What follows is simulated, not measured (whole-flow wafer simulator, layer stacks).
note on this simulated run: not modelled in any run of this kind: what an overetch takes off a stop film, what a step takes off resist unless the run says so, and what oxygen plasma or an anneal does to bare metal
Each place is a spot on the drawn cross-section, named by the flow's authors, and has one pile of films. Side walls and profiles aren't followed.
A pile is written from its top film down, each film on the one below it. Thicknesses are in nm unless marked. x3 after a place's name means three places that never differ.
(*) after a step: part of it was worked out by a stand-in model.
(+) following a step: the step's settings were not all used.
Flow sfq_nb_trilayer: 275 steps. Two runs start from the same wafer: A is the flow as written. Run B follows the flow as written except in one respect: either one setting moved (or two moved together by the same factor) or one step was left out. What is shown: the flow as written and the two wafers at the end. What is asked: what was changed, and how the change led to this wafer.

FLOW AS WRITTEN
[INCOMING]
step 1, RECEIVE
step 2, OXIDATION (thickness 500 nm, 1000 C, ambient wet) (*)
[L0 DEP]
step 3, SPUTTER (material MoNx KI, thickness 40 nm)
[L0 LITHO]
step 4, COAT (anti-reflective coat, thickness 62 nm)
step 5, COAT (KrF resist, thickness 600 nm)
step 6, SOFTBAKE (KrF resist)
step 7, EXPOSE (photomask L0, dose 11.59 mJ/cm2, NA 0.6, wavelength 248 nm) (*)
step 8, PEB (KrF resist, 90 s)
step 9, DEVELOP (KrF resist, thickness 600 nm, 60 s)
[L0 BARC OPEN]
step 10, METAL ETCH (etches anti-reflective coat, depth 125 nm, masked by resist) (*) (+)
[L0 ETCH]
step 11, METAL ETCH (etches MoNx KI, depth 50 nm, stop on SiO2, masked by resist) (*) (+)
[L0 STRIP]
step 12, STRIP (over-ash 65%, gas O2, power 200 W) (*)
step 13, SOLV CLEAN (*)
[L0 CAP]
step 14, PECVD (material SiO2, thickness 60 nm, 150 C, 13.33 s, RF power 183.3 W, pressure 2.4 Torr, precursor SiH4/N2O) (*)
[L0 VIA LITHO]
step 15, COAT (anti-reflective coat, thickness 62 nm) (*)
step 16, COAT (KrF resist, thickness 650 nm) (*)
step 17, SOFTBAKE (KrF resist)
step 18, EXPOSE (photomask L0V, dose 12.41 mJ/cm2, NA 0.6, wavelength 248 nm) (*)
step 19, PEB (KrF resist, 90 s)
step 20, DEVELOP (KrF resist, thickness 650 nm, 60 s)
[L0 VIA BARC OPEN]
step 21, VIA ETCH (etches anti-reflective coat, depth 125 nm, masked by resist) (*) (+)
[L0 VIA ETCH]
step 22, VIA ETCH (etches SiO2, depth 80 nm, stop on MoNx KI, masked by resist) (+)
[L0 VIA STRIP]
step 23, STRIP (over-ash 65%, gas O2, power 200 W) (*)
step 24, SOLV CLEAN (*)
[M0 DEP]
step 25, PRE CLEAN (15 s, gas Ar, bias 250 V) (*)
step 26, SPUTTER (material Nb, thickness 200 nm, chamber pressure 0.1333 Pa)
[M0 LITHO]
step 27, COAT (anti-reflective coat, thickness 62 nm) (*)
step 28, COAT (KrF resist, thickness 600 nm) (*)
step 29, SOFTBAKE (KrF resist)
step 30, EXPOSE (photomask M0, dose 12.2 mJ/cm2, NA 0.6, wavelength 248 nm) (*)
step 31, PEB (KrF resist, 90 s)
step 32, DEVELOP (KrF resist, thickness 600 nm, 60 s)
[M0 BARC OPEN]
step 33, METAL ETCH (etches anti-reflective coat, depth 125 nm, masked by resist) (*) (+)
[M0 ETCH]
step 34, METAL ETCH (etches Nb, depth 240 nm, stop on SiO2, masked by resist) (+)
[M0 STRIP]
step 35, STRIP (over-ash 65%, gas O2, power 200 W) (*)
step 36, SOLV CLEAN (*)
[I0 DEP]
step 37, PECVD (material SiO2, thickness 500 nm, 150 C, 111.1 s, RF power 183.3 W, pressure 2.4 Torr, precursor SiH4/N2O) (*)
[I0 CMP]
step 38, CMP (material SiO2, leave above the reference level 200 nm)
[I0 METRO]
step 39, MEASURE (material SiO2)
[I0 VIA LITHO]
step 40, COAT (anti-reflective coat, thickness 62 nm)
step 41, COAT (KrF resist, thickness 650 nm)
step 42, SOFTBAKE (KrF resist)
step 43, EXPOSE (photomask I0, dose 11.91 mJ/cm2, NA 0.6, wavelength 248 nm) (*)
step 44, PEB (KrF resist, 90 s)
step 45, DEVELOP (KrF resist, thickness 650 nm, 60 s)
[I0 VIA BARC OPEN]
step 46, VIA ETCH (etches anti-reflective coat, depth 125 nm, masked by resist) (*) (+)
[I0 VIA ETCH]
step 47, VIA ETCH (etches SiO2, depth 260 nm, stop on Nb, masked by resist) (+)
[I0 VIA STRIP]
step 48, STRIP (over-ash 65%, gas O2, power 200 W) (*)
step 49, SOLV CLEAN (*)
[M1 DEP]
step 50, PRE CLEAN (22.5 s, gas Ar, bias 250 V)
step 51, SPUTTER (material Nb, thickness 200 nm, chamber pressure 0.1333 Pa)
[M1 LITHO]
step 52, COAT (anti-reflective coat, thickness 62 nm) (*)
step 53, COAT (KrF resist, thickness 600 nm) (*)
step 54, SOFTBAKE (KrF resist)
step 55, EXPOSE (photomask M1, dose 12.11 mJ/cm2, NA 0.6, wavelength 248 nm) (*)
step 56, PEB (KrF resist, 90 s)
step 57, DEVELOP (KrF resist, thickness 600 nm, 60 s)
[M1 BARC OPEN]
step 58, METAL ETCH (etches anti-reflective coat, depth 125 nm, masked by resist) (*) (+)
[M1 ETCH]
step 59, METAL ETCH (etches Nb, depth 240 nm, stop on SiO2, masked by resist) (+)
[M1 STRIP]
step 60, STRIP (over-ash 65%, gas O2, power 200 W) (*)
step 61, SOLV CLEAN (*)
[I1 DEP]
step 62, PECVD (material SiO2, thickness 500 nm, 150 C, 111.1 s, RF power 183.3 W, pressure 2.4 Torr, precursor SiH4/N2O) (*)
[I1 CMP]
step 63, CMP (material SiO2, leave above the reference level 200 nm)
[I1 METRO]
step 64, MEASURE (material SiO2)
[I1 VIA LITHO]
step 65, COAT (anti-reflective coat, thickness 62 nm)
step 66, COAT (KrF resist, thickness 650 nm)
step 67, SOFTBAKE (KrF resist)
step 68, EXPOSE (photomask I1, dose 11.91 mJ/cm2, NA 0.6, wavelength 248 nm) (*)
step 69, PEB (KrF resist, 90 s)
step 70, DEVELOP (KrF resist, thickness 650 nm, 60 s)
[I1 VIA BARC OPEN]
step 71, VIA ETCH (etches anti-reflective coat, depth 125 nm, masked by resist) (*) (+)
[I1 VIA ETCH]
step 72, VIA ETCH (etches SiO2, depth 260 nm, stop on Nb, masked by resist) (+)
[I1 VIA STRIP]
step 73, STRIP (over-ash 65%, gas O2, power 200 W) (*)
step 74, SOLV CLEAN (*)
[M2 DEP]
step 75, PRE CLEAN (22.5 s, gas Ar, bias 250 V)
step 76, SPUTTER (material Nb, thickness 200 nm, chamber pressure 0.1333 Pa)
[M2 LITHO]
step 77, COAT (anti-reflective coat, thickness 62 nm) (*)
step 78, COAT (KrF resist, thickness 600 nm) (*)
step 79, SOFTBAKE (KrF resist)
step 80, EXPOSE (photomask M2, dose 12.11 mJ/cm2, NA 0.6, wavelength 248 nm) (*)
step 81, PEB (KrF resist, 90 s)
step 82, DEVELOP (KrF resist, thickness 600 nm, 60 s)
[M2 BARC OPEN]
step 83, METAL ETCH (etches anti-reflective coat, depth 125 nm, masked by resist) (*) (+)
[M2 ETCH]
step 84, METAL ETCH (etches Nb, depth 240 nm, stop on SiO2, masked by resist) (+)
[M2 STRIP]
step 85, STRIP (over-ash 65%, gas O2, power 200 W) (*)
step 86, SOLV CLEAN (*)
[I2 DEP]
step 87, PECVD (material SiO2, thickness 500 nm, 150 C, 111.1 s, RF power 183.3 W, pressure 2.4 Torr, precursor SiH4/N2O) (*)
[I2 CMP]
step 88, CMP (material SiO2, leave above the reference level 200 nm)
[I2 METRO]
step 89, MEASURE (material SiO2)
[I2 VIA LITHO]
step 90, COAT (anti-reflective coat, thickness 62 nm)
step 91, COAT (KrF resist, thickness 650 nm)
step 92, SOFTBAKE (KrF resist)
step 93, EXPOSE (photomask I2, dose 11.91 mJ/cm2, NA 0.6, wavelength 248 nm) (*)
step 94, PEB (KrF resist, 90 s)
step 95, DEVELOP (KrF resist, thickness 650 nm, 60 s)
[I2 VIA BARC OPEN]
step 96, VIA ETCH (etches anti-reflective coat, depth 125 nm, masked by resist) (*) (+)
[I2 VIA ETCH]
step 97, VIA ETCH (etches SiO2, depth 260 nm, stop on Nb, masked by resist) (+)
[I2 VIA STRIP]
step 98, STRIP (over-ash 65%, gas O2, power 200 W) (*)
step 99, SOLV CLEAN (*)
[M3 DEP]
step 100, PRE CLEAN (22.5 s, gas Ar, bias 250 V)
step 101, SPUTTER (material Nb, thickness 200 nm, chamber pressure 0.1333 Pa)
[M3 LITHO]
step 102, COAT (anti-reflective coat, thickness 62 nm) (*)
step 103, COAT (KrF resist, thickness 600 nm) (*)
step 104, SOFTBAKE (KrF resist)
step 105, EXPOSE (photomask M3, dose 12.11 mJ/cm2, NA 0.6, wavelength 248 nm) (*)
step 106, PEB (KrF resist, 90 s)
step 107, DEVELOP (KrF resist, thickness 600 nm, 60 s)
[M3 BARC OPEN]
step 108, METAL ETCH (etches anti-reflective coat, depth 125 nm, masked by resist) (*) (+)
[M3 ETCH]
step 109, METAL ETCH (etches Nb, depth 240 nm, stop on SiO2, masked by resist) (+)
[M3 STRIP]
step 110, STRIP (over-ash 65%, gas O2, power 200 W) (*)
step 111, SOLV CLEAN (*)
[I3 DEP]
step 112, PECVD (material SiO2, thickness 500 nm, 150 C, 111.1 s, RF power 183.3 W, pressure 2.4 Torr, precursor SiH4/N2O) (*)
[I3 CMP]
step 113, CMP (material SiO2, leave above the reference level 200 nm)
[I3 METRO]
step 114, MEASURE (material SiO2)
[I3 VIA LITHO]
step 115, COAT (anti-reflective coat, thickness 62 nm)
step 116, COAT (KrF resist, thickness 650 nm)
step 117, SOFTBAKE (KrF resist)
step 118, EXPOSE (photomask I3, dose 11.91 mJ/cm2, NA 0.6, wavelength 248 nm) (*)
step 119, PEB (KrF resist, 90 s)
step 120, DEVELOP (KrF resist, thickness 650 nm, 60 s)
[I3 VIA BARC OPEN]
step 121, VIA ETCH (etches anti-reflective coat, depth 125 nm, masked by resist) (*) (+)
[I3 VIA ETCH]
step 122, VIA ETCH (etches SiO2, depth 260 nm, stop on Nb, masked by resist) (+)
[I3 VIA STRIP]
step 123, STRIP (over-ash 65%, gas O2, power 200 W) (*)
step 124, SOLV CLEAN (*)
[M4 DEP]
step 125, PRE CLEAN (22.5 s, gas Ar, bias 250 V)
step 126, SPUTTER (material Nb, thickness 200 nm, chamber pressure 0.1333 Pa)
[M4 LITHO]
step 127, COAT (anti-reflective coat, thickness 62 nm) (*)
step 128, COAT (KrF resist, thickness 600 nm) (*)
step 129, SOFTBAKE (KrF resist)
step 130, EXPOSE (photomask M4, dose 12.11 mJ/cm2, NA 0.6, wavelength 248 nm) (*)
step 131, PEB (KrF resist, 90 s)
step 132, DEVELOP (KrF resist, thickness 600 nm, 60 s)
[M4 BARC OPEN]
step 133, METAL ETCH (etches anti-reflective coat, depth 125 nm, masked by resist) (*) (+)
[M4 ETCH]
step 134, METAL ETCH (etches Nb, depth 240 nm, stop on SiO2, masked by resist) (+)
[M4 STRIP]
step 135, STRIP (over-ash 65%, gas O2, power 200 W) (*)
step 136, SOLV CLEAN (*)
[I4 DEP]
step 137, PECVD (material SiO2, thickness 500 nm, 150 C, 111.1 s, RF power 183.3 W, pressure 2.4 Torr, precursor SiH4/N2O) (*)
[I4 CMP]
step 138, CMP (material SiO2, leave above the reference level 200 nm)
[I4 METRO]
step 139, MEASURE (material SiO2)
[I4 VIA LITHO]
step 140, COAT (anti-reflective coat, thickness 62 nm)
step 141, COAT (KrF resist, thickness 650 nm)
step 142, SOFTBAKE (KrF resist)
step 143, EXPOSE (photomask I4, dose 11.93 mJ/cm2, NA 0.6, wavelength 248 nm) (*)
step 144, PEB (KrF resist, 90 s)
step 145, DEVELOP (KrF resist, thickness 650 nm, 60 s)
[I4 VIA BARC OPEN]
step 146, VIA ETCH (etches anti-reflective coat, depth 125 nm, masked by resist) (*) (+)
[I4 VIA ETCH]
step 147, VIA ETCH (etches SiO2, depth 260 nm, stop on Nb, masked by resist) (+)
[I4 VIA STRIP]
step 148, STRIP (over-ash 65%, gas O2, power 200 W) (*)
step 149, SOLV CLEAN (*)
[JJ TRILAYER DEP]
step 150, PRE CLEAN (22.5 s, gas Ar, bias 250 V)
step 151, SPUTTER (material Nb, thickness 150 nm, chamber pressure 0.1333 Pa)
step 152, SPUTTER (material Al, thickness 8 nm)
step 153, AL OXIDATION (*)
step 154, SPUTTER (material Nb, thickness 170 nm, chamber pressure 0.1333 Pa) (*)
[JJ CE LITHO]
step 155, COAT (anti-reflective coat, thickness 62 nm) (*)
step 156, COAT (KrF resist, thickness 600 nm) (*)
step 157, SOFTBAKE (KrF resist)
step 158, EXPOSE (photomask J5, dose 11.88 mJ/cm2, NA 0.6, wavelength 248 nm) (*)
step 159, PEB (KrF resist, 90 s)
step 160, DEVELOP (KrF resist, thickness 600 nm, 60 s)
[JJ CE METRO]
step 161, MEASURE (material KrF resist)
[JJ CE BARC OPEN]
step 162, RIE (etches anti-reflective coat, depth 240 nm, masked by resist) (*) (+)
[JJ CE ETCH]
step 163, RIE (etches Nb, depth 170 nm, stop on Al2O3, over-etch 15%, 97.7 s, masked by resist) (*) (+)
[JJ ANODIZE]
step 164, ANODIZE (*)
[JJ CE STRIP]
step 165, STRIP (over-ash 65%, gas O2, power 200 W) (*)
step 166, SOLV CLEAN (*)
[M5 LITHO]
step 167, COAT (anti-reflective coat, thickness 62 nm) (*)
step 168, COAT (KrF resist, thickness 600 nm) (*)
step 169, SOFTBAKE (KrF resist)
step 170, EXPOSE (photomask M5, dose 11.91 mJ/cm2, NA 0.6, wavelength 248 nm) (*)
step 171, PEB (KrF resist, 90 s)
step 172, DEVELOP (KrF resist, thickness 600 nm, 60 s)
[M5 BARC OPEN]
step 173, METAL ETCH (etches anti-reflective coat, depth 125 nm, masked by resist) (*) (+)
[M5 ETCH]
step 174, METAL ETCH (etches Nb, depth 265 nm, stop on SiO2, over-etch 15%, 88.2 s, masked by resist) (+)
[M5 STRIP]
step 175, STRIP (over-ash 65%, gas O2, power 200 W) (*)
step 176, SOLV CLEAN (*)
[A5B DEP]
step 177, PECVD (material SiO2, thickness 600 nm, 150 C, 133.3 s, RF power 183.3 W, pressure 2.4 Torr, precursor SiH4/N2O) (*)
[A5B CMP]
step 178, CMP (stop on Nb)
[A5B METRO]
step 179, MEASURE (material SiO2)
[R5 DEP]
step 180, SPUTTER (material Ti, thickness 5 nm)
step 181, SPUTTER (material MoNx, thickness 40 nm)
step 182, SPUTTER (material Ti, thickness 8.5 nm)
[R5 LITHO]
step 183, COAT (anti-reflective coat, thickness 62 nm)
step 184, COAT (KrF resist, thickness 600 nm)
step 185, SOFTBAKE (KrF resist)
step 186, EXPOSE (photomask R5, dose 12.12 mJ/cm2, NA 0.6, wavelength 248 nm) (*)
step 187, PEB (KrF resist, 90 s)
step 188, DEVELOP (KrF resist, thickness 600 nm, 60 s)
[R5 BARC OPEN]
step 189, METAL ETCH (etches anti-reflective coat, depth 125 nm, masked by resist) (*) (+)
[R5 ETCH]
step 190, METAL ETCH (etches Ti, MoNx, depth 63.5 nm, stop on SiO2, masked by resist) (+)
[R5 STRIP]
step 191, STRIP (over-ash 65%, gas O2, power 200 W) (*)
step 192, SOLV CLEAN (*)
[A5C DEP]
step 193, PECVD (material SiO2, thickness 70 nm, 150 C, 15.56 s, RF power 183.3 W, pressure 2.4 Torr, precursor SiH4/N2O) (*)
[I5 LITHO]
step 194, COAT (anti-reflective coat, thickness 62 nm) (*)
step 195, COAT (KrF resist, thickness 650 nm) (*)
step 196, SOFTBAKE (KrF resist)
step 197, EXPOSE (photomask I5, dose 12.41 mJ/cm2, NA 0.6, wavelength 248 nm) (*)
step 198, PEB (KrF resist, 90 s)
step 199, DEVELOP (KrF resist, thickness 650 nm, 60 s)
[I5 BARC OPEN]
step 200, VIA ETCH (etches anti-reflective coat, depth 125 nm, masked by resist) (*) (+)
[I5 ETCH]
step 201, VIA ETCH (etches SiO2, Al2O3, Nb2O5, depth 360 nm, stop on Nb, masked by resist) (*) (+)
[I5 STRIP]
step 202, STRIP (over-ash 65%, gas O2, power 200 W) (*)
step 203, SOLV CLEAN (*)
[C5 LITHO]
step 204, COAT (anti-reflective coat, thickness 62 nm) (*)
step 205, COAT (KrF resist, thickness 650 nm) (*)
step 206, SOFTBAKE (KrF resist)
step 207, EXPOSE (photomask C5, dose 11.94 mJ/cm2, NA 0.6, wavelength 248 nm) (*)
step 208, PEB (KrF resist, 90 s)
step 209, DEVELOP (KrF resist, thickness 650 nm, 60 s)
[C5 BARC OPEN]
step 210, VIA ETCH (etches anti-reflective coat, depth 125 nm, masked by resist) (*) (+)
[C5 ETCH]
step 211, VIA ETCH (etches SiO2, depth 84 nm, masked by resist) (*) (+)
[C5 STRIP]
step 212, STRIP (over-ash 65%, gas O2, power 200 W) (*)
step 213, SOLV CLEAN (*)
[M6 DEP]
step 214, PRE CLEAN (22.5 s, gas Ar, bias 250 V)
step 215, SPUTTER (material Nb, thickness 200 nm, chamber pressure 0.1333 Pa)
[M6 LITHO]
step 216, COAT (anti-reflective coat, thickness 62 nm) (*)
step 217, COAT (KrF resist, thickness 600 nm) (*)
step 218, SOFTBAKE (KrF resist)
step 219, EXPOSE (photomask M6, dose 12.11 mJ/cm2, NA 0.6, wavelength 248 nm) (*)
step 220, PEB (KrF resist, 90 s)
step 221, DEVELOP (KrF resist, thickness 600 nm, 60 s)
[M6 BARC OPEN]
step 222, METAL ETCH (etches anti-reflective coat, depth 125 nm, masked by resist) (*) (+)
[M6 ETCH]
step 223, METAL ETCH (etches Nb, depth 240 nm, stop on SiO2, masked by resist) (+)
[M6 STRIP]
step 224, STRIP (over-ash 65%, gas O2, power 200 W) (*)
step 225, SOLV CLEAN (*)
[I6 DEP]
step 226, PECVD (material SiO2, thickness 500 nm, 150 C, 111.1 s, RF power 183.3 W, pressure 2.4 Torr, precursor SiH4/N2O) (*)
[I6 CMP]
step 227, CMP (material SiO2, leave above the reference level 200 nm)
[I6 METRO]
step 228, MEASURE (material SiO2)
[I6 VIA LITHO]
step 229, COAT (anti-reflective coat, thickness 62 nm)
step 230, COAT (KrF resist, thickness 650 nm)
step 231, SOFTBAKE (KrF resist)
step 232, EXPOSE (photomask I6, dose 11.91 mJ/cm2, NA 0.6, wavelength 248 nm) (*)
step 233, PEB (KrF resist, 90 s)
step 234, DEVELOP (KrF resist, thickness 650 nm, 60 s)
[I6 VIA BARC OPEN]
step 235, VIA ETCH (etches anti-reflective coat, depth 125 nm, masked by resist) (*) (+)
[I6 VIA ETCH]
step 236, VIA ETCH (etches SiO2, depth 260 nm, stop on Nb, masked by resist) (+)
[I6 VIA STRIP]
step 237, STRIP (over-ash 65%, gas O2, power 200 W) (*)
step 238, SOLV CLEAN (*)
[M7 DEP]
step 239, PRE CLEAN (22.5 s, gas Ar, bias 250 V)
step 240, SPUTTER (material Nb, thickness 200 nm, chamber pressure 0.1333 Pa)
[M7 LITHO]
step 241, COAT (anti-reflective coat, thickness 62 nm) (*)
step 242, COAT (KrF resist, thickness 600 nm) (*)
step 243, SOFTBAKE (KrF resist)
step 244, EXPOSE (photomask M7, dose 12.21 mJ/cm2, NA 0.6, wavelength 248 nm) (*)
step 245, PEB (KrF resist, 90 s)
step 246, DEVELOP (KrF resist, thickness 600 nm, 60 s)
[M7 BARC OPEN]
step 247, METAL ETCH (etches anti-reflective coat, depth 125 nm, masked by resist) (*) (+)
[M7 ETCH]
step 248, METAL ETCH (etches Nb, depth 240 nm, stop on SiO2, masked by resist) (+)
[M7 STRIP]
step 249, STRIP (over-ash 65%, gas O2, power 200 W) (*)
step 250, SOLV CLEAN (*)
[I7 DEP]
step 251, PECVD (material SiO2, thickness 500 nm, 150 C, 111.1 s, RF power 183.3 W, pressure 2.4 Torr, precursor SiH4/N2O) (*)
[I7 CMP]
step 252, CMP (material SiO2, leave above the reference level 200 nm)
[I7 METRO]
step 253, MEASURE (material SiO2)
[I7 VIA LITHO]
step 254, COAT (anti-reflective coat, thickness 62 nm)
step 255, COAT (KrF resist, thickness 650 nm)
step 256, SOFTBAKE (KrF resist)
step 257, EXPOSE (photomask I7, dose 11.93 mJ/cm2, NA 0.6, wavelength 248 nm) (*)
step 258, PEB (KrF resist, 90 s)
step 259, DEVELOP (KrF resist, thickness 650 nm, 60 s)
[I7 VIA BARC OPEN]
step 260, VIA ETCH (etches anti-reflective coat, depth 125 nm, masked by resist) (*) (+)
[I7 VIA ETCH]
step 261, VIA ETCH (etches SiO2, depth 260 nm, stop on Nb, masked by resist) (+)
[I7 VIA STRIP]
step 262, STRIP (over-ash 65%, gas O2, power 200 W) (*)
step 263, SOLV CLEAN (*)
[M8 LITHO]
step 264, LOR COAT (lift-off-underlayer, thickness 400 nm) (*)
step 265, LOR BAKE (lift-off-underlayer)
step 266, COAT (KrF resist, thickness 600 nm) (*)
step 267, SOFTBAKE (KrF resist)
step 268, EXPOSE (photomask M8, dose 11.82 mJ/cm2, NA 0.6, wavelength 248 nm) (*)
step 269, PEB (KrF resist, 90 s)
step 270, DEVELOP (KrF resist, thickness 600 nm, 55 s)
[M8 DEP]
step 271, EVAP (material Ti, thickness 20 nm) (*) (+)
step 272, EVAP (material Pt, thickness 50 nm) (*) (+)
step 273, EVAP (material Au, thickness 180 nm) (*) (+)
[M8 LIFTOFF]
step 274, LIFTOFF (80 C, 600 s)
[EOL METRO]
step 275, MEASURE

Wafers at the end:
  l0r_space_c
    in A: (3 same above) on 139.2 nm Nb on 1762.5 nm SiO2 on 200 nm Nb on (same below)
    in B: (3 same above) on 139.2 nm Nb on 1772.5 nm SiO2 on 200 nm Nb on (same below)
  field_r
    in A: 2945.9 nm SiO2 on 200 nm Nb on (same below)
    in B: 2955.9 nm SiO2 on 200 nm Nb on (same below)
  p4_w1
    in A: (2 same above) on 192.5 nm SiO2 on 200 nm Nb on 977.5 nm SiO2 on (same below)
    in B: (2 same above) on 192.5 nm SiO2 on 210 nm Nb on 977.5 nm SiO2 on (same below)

The reason: step 101, SPUTTER: thickness 210 nm was run, while the flow as written has thickness 200 nm.
One can read it off the wafer: p4_w1 has Nb 210, and step 101 as written asks for 200 nm.

The path from the change to this, step by step:
  step 101, SPUTTER (material Nb, thickness 200 nm, chamber pressure 0.1333 Pa)
      field_l, v_sur, via_wl and 102 more: A +200 Nb (new film) | B +210 Nb (new film)
      via_w: A +165.5 Nb | B +173.9 Nb
  step 109, METAL ETCH (etches Nb, depth 240 nm, stop on SiO2, masked by resist) (+)
      field_l, be, be_sur and 72 more: A -200 Nb (all of it) | B -210 Nb (all of it)
  step 113, CMP (material SiO2, leave above the reference level 200 nm)
      field_l, be, be_sur and 64 more: A -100 SiO2 | B -90 SiO2
